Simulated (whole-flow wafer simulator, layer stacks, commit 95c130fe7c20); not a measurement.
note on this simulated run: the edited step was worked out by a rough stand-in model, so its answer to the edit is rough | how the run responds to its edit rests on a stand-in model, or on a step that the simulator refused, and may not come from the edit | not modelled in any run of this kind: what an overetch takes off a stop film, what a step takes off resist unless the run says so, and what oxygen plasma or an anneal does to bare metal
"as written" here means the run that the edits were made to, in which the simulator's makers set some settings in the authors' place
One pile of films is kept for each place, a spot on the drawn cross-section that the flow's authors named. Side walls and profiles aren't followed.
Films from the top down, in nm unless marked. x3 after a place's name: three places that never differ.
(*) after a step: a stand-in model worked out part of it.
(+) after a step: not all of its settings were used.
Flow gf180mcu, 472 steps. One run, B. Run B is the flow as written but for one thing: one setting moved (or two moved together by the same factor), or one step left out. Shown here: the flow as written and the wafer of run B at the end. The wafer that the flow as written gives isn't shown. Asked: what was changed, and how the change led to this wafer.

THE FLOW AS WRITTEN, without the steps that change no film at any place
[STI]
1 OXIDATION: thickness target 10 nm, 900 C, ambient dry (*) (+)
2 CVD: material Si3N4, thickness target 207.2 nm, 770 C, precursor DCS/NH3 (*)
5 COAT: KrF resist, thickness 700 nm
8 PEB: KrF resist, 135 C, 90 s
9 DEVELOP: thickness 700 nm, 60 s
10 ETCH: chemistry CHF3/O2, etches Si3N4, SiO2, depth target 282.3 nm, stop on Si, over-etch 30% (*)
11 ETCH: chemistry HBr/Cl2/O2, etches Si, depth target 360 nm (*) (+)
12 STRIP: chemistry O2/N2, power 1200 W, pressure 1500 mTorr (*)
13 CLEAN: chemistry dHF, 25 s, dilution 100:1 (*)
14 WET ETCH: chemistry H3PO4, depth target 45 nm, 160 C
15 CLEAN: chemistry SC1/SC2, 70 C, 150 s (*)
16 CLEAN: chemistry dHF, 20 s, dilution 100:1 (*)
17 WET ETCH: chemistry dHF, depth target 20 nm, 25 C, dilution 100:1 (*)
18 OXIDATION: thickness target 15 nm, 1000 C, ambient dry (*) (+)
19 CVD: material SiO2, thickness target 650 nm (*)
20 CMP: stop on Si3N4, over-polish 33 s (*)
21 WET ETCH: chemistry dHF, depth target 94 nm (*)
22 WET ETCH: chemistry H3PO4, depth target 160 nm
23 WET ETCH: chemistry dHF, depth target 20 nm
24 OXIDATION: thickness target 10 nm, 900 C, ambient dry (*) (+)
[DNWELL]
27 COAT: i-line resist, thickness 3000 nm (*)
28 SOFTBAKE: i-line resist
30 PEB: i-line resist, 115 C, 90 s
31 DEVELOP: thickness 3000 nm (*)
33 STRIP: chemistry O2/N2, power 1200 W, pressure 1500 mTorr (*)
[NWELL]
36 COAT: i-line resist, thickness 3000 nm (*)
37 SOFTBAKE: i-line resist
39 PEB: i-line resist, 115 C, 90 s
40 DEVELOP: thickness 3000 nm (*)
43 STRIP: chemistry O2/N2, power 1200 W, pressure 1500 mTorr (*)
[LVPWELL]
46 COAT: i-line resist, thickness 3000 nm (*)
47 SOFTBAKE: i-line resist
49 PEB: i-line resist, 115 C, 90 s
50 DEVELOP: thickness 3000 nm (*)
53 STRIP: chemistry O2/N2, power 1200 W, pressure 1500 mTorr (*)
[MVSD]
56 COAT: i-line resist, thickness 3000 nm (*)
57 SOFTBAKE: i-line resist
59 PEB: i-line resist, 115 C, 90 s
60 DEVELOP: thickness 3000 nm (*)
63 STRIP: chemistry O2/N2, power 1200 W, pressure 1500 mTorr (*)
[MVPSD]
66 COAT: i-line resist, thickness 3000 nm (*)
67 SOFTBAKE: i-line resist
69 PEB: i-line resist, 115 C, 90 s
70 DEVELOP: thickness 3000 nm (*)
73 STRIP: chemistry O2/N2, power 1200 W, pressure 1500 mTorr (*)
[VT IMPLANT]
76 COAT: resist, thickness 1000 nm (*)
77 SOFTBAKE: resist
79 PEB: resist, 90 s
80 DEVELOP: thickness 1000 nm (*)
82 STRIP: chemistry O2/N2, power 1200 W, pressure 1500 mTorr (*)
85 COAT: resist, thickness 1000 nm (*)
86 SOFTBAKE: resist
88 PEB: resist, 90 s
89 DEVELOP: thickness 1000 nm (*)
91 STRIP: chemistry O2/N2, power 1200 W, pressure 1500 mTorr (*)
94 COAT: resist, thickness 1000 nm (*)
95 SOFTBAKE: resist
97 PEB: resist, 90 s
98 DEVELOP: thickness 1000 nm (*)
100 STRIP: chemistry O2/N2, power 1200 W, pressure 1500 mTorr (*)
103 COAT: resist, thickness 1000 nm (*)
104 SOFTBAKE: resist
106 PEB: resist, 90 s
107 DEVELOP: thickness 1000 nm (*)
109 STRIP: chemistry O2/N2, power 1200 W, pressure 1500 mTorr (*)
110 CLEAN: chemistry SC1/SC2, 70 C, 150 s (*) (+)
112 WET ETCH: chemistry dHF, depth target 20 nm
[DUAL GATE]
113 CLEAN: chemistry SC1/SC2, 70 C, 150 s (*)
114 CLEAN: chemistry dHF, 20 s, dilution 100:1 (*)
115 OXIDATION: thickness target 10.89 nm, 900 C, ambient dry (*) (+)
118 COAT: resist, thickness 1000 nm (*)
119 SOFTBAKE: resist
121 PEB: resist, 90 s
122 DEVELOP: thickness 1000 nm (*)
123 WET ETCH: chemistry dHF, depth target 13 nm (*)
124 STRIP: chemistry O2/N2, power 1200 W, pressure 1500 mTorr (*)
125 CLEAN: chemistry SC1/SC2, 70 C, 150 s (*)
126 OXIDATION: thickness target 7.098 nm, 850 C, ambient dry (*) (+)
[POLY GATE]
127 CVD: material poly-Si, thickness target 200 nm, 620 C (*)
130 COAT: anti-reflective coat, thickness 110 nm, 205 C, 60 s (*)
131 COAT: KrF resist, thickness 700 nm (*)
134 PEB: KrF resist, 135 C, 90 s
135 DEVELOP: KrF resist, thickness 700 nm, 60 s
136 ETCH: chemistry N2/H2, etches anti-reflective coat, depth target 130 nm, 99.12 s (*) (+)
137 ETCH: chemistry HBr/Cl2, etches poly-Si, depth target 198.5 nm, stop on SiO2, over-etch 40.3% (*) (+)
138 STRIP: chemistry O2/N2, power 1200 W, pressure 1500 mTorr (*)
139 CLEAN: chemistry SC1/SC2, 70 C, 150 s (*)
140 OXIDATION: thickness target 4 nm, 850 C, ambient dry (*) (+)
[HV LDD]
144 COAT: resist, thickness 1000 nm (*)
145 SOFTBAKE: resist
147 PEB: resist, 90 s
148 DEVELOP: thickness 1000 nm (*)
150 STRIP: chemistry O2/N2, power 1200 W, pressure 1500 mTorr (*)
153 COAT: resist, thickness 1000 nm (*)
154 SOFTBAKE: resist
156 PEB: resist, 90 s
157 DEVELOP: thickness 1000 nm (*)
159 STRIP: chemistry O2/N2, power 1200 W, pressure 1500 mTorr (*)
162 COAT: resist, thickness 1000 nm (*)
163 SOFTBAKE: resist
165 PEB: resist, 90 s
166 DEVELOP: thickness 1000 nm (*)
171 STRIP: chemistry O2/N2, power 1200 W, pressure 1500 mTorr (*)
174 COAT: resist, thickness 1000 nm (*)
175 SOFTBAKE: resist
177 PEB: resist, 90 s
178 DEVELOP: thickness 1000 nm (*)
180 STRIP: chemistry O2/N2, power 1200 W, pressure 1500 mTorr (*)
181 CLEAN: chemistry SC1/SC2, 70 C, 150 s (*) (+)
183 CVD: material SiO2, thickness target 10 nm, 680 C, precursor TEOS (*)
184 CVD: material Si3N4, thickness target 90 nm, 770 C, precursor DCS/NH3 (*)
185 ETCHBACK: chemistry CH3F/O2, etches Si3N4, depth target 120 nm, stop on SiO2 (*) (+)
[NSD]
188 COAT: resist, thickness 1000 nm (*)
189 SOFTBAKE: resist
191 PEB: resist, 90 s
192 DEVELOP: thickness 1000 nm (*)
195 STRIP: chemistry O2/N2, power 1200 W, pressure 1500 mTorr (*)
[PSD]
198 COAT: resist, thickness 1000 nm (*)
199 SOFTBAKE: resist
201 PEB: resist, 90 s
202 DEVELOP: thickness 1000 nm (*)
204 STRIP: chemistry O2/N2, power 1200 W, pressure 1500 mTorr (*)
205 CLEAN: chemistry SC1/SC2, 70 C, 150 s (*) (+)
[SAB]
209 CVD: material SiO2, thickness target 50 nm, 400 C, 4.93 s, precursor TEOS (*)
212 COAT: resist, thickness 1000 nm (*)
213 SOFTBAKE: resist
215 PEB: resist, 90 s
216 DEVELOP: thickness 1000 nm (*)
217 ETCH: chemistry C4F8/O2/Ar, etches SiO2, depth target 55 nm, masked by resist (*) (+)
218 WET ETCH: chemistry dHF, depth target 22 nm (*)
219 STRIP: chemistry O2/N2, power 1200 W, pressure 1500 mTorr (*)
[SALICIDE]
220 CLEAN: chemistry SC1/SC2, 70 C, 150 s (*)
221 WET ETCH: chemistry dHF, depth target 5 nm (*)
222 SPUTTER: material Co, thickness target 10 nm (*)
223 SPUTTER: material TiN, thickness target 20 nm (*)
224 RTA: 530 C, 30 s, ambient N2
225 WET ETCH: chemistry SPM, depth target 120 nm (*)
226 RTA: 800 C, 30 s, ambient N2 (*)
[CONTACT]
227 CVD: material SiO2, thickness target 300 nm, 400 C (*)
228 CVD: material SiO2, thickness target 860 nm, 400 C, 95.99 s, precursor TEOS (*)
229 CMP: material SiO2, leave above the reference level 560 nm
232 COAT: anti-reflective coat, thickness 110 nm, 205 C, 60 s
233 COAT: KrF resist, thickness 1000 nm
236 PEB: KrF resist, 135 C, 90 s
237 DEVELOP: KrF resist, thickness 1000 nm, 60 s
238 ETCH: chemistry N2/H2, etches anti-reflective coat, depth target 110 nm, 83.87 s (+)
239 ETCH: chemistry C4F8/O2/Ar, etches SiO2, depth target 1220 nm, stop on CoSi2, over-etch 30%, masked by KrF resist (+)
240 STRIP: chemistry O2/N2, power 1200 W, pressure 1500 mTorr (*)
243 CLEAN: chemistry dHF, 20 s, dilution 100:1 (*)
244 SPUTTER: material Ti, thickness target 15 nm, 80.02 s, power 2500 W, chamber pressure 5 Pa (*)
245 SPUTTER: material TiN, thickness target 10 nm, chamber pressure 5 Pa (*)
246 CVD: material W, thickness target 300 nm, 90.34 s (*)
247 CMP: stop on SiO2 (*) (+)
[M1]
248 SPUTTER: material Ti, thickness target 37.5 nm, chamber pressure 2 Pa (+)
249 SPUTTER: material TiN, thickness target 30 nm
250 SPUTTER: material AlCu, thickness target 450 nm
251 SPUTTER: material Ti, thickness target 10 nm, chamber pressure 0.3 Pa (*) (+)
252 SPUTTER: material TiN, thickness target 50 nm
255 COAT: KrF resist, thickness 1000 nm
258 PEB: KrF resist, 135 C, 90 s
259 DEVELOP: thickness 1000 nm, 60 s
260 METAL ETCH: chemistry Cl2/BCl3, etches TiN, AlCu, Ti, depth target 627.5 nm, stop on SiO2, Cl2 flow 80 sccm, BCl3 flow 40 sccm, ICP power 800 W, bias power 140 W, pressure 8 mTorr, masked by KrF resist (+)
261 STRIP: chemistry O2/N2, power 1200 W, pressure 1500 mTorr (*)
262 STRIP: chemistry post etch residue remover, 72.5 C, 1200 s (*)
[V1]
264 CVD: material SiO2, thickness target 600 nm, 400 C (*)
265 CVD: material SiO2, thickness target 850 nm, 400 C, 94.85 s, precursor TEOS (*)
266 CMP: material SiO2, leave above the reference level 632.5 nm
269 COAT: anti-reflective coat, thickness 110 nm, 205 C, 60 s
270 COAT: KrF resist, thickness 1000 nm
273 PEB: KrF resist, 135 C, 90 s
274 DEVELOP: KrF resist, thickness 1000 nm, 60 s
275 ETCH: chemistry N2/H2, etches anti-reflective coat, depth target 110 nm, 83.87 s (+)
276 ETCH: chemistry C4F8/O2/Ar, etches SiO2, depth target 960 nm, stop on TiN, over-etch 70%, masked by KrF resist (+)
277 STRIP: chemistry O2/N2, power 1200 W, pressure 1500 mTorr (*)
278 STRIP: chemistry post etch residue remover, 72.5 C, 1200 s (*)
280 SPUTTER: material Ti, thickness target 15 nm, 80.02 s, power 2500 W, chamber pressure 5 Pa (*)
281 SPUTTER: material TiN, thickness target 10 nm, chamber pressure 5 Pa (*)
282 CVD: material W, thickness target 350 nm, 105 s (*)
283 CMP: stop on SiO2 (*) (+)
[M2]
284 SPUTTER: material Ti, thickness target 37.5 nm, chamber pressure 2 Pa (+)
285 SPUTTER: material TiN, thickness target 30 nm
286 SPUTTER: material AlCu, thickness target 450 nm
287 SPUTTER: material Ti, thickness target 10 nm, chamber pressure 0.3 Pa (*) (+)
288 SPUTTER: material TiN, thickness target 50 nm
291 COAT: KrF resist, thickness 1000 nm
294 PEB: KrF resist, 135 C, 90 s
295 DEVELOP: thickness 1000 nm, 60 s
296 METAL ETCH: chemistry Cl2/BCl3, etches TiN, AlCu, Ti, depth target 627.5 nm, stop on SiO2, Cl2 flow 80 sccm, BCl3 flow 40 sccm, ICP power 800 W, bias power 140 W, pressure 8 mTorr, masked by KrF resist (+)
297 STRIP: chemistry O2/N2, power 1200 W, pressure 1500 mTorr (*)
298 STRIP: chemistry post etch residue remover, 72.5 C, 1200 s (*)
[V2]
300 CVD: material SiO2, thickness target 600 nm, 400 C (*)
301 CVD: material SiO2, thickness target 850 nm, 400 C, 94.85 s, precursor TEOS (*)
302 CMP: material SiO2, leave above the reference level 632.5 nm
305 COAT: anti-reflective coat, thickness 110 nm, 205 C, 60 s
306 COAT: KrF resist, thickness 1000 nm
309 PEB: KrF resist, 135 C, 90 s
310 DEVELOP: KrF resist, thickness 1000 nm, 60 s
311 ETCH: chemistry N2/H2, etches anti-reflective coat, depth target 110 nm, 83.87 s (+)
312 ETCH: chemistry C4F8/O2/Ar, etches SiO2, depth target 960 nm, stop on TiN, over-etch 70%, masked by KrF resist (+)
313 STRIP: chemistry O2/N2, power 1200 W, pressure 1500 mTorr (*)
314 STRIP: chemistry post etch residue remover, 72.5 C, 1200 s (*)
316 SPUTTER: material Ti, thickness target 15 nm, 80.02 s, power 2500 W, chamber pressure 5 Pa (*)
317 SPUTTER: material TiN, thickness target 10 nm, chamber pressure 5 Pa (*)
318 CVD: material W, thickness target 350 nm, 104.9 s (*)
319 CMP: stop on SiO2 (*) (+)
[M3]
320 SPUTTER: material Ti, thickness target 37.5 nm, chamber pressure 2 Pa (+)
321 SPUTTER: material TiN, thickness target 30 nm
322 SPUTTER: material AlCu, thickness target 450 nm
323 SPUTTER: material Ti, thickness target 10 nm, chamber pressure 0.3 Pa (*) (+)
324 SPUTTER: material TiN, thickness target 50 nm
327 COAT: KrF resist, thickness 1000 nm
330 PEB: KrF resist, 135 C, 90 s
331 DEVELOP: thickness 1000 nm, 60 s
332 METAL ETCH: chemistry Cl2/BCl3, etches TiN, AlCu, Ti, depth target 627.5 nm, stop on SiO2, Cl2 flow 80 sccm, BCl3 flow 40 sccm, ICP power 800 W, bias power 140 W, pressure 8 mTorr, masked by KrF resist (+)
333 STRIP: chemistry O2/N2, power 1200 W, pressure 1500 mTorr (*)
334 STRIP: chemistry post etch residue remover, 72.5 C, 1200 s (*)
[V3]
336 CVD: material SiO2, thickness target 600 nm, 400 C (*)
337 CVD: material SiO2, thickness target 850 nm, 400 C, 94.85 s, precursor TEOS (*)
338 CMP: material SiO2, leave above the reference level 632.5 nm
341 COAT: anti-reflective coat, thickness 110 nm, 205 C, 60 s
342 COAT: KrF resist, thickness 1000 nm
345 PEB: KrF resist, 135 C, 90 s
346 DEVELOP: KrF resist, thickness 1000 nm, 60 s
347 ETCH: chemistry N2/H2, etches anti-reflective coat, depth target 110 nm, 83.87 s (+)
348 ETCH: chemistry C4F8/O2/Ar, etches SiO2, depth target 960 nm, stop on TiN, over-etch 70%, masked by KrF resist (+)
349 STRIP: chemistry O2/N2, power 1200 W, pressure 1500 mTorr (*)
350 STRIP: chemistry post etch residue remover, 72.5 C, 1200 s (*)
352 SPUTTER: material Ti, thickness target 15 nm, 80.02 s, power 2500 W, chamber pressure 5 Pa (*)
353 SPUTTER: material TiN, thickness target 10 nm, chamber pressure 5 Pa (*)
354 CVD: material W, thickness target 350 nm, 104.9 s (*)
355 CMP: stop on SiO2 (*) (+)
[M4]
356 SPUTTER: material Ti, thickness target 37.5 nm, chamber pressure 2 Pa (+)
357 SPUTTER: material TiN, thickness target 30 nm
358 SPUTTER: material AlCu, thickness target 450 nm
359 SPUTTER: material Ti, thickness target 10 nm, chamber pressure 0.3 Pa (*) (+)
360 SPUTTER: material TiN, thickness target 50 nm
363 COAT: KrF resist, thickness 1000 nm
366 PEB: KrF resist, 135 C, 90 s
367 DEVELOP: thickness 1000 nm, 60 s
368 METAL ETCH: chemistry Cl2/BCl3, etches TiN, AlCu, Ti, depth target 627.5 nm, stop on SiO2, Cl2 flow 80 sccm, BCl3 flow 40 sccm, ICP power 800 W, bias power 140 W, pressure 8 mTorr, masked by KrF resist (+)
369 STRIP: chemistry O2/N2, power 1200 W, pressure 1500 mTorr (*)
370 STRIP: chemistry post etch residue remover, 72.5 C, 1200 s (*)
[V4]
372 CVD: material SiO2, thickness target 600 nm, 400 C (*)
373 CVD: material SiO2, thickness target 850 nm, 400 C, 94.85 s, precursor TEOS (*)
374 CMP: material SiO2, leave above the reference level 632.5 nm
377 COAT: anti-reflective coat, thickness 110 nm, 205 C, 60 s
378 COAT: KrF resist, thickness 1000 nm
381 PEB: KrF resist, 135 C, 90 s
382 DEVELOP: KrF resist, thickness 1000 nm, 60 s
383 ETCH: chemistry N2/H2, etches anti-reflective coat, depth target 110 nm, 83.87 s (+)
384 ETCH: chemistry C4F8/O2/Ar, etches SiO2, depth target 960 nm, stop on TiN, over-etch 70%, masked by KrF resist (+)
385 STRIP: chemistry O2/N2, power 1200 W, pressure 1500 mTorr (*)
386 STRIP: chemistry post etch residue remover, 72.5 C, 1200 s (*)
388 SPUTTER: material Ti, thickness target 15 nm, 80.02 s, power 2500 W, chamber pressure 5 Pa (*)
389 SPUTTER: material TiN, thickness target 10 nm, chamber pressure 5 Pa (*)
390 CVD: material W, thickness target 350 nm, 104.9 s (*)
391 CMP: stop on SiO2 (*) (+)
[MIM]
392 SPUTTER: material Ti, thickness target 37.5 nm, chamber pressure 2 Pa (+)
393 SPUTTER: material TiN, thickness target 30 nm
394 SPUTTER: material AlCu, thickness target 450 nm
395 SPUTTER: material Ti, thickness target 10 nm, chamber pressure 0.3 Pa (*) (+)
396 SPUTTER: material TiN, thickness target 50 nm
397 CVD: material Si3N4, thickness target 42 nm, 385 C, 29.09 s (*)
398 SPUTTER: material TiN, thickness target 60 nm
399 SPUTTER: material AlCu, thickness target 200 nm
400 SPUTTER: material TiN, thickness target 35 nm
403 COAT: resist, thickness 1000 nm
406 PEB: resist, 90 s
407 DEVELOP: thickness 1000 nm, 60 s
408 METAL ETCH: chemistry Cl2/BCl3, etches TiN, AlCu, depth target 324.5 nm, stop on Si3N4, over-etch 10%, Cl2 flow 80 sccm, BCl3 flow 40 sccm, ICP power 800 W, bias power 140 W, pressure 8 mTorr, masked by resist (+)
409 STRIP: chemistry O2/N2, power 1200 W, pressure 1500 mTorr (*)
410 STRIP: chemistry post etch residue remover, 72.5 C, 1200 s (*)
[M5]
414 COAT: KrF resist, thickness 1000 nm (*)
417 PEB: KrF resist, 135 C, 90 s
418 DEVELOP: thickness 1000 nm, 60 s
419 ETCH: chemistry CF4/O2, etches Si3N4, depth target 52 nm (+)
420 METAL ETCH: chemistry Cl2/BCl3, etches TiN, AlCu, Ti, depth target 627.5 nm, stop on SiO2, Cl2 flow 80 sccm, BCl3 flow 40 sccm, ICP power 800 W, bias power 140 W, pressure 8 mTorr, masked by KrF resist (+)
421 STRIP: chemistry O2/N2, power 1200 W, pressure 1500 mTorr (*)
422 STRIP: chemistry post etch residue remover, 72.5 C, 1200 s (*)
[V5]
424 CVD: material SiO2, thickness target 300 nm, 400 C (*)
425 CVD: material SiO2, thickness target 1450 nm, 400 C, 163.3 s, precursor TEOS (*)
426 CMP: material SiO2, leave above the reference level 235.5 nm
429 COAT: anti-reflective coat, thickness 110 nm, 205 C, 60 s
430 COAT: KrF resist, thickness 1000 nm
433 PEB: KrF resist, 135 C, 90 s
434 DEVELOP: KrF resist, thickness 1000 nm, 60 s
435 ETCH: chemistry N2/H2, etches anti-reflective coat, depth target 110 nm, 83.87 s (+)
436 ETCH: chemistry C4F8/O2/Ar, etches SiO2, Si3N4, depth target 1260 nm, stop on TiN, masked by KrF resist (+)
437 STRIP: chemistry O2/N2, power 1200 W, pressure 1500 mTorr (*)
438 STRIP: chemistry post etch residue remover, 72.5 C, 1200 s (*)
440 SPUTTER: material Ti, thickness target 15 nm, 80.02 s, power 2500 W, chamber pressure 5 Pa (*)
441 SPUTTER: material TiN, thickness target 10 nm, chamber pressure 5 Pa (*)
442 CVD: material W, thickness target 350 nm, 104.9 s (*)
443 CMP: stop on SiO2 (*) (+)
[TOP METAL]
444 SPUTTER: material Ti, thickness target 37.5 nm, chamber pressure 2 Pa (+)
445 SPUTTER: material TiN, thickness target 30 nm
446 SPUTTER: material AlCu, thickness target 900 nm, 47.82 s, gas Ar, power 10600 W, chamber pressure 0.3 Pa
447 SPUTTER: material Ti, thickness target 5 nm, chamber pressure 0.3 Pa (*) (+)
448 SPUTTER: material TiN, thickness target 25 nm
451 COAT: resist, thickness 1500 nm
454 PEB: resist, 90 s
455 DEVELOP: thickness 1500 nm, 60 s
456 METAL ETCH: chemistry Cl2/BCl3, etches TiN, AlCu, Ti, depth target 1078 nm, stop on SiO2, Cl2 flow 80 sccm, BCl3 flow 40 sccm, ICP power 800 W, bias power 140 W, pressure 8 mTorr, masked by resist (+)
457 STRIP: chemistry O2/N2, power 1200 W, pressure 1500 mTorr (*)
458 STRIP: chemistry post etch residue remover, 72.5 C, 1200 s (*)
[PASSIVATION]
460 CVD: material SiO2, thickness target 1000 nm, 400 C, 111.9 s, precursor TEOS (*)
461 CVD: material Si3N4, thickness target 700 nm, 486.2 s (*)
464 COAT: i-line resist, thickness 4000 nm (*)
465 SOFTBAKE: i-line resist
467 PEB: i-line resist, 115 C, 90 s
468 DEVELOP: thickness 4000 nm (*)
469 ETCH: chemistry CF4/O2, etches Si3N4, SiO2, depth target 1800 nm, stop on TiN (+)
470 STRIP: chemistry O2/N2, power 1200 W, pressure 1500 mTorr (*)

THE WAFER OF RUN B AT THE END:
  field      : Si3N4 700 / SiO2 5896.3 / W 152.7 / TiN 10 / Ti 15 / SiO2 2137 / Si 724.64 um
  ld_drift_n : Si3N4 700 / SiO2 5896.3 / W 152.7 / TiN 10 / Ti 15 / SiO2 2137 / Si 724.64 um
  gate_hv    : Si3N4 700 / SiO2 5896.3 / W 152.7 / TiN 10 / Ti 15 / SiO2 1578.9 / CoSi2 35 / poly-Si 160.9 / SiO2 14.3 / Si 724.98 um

The cause: step 265, CVD: thickness target 340 nm was run, where the flow has thickness target 850 nm.

How the change led to this, step by step:
  265 CVD: material SiO2, thickness target 850 nm, 400 C, 94.85 s, precursor TEOS (*)
      field, field__w1, field__w2 and 108 more: SiO2 +340 (as written it would be: SiO2 +850)
  266 CMP: material SiO2, leave above the reference level 632.5 nm
      field, field__w1, field__w2 and 99 more: nothing (as written it would be: SiO2 -300)
      field__w8, contact, m1 and 6 more: SiO2 -367.1 (as written it would be: SiO2 -877.1)
  269 COAT: anti-reflective coat, thickness 110 nm, 205 C, 60 s
      field__w6, ld_sd_n: anti-reflective coat +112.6 (new film) (as written it would be: anti-reflective coat +110 (new film))
      field: anti-reflective coat +202.7 (new film) (as written it would be: anti-reflective coat +110 (new film))
      (and at 24 more places)
  270 COAT: KrF resist, thickness 1000 nm
      field: KrF resist +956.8 (new film) (as written it would be: KrF resist +1000 (new film))
      field__w1: KrF resist +1021 (new film) (as written it would be: KrF resist +1000 (new film))
      (and at 9 more places)
  273 PEB: KrF resist, 135 C, 90 s
      n_well: KrF resist -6 (as written it would be: KrF resist -6.68)
      contact: KrF resist -5.69 (as written it would be: KrF resist -6.68)
      (and at 4 more places)
  274 DEVELOP: KrF resist, thickness 1000 nm, 60 s
      contact: KrF resist -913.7 (all of it) (as written it would be: KrF resist -993.3 (all of it))
  275 ETCH: chemistry N2/H2, etches anti-reflective coat, depth target 110 nm, 83.87 s (+)
      contact: anti-reflective coat -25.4 (all of it), SiO2 -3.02 (as written it would be: anti-reflective coat -110 (all of it), SiO2 -0.85)
  277 STRIP: chemistry O2/N2, power 1200 W, pressure 1500 mTorr (*)
      field: KrF resist -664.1 (all of it), anti-reflective coat -202.7 (all of it) (as written it would be: KrF resist -706.9 (all of it), anti-reflective coat -110 (all of it))
      field__w1: KrF resist -727.8 (all of it), anti-reflective coat -97.7 (all of it) (as written it would be: KrF resist -706.9 (all of it), anti-reflective coat -110 (all of it))
      (and at 25 more places)
  280 SPUTTER: material Ti, thickness target 15 nm, 80.02 s, power 2500 W, chamber pressure 5 Pa (*)
      contact: Ti +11 (new film) (as written it would be: Ti +9.65 (new film))
  281 SPUTTER: material TiN, thickness target 10 nm, chamber pressure 5 Pa (*)
      contact: TiN +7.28 (new film) (as written it would be: TiN +6.4 (new film))
  282 CVD: material W, thickness target 350 nm, 105 s (*)
      contact: W +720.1 (new film) (as written it would be: W +932.3 (new film))
  283 CMP: stop on SiO2 (*) (+)
      field, field__w1, field__w2 and 99 more: W -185 (as written it would be: W -350 (all of it), TiN -10 (all of it), Ti -15 (all of it), SiO2 -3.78)
      field__w8, m1, m1__w1, polyc_n, polyc_n_rim, polyc_p, polyc_p_rim, m1_nw: W -350 (all of it), TiN -10 (all of it), Ti -15 (all of it), SiO2 -20 (as written it would be: W -350 (all of it), TiN -10 (all of it), Ti -15 (all of it), SiO2 -3.78)
      (and at 1 more place)
  296 METAL ETCH: chemistry Cl2/BCl3, etches TiN, AlCu, Ti, depth target 627.5 nm, stop on SiO2, Cl2 flow 80 sccm, BCl3 flow 40 sccm, ICP power 800 W, bias power 140 W, pressure 8 mTorr, masked by KrF resist (+)
      field, field__w1, field__w2 and 99 more: TiN -50 (all of it), Ti -10 (all of it), AlCu -450 (all of it), TiN -30 (all of it), Ti -37.5 (all of it), W -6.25 (as written it would be: TiN -50 (all of it), Ti -10 (all of it), AlCu -450 (all of it), TiN -30 (all of it), Ti -37.5 (all of it))
  298 STRIP: chemistry post etch residue remover, 72.5 C, 1200 s (*)
      field, field__w1, field__w2 and 99 more: W -6.01 (as written it would be: nothing)
  300 CVD: material SiO2, thickness target 600 nm, 400 C (*)
      field, field__w1, field__w2 and 99 more: SiO2 +600 (new film) (as written it would be: SiO2 +600)
  302 CMP: material SiO2, leave above the reference level 632.5 nm
      field, field__w1, field__w2 and 99 more: SiO2 -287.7 (as written it would be: SiO2 -300)
Counting metal films that touch as one body, field has 1 body; the flow as written gives 0 bodies.
Counting metal films that touch as one body, ld_drift_n has 1 body; the flow as written gives 0 bodies.
Counting metal films that touch as one body, gate_hv has 2 bodies (between them, from the top down: SiO2 1578.9); the flow as written gives 1 body.
